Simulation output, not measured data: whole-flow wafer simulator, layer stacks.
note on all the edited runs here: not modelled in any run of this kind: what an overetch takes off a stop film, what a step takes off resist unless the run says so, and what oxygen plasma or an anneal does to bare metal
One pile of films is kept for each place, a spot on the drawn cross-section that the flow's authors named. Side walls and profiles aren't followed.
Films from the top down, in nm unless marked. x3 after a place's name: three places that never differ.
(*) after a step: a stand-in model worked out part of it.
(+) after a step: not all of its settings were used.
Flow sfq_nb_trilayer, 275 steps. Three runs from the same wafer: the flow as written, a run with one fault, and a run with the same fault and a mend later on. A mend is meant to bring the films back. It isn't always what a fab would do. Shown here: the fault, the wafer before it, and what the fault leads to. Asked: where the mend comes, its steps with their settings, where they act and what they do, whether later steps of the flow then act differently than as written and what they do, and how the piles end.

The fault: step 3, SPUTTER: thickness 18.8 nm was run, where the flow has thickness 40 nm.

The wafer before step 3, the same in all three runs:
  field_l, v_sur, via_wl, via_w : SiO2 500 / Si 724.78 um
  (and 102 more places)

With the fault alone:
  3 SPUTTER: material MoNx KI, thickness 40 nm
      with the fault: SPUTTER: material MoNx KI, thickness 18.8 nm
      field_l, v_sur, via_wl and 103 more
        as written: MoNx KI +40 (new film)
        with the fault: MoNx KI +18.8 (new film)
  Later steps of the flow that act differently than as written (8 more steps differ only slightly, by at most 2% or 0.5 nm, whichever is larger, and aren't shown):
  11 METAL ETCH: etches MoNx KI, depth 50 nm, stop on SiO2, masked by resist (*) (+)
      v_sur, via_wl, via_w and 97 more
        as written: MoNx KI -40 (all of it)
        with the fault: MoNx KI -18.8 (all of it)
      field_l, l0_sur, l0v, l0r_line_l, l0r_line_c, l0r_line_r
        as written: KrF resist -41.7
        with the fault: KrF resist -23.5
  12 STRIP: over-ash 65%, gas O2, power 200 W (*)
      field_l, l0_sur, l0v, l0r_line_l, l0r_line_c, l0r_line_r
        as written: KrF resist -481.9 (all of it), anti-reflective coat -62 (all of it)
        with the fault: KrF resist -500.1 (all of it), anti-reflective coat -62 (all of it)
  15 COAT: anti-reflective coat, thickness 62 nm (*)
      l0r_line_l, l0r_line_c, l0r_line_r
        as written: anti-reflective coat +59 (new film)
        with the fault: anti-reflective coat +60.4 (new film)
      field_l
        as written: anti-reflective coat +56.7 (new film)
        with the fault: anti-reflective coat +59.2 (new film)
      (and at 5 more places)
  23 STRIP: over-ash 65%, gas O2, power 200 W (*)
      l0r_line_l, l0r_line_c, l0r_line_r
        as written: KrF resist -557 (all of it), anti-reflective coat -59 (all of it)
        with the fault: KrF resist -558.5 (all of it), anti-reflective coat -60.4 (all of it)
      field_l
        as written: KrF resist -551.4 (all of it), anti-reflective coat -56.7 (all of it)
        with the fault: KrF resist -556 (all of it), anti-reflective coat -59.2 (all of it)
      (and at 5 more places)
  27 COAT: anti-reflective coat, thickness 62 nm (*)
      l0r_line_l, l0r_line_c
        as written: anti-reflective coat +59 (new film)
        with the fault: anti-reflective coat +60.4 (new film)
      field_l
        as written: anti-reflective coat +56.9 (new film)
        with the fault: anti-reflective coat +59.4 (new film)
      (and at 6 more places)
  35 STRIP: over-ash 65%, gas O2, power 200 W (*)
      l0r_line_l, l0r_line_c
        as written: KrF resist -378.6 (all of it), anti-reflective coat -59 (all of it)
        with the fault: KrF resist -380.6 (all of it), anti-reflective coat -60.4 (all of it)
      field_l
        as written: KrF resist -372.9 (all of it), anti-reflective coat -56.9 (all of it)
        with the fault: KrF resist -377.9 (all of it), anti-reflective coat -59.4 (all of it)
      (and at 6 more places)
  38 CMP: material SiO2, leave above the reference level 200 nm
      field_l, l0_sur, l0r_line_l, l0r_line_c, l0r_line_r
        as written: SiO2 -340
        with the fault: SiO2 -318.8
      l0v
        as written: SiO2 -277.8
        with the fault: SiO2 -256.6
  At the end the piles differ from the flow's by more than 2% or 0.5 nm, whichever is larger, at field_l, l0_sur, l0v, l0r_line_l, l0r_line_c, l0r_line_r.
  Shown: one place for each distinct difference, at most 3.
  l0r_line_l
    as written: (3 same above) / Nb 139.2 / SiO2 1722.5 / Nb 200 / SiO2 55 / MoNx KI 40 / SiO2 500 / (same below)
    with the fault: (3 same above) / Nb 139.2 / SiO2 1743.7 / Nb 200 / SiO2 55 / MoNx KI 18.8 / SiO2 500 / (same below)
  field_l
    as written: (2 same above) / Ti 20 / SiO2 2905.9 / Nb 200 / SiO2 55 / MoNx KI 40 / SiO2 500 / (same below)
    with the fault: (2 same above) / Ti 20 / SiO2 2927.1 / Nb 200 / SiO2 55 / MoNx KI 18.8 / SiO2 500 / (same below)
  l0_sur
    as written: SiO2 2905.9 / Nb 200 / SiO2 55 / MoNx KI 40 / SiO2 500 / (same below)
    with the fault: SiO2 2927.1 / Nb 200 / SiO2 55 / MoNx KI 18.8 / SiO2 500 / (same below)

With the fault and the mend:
  The mend comes after step 9.
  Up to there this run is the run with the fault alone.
  9a STRIP: over-ash 65%, gas O2, power 200 W (*)
      v_sur, via_wl, via_w and 97 more
        anti-reflective coat -62 (all of it)
      field_l, l0_sur, l0v, l0r_line_l, l0r_line_c, l0r_line_r
        KrF resist -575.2 (all of it), anti-reflective coat -62 (all of it)
  9b SPUTTER: material MoNx KI, thickness 21.2 nm (the flow's step 3 once more, with other settings)
      field_l, v_sur, via_wl and 103 more
        MoNx KI +21.2
  9c COAT: anti-reflective coat, thickness 62 nm (the flow's step 4 once more)
      field_l, v_sur, via_wl and 103 more
        anti-reflective coat +62 (new film)
  9d COAT: KrF resist, thickness 600 nm (the flow's step 5 once more)
      field_l, v_sur, via_wl and 103 more
        KrF resist +600 (new film)
  9e SOFTBAKE: KrF resist (the flow's step 6 once more)
      changes no film at any place that is followed
  9f EXPOSE: photomask L0, dose 11.59 mJ/cm2, NA 0.6, wavelength 248 nm (*) (the flow's step 7 once more)
      changes no film at any place that is followed
  9g PEB: KrF resist, 90 s (the flow's step 8 once more)
      field_l, v_sur, via_wl and 103 more
        KrF resist -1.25
  9h DEVELOP: KrF resist, thickness 600 nm, 60 s (the flow's step 9 once more)
      v_sur, via_wl, via_w and 97 more
        KrF resist -598.7 (all of it)
      field_l, l0_sur, l0v, l0r_line_l, l0r_line_c, l0r_line_r
        KrF resist -23.5
  No later step of the flow acts differently than as written at any place that is followed.
  At the end the piles are the same as the flow's at every place that both follow.
